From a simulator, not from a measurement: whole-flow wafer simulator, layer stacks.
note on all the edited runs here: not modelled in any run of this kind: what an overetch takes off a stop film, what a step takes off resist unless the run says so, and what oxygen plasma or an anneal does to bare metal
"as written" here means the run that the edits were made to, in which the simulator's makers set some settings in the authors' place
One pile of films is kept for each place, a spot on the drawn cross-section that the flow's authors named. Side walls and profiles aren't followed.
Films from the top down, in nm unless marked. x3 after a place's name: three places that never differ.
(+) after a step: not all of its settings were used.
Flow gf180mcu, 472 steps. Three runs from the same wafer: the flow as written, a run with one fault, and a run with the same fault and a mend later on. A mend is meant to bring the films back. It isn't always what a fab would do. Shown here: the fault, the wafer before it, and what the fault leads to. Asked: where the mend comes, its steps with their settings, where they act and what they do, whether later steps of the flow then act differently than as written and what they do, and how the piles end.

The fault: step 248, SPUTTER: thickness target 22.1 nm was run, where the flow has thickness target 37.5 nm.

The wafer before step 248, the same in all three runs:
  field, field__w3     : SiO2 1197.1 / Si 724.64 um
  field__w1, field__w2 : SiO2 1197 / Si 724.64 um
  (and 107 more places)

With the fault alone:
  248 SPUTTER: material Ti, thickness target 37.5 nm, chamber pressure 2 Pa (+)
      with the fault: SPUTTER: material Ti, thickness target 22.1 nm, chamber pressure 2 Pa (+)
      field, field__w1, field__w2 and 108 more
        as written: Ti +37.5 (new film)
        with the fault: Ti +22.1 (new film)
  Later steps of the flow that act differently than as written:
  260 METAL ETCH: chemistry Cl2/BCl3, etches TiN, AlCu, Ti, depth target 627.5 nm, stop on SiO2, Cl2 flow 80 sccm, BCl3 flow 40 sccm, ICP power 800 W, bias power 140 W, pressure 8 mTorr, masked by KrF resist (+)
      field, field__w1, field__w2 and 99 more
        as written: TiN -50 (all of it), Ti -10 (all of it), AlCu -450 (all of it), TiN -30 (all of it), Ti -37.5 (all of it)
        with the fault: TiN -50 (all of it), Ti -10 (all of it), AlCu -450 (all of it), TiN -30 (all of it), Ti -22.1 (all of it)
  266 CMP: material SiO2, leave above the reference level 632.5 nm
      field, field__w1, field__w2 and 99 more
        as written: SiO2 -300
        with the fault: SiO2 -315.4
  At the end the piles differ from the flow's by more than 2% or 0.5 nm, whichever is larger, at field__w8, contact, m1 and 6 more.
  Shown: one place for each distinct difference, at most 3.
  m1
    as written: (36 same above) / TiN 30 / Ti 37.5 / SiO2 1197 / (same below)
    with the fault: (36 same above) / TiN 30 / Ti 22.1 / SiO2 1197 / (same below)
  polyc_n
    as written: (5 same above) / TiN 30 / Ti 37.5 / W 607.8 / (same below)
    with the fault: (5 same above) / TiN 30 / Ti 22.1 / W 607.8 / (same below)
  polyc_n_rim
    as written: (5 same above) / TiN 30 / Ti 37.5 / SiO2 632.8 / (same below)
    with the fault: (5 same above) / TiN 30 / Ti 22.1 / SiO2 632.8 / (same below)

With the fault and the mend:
  The mend comes after step 248.
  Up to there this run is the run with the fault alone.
  248a SPUTTER: material Ti, thickness target 15.4 nm, chamber pressure 2 Pa (+) (the flow's step 248 once more, with other settings)
      field, field__w1, field__w2 and 108 more
        Ti +15.4
  No later step of the flow acts differently than as written at any place that is followed.
  At the end the piles are the same as the flow's at every place that both follow.
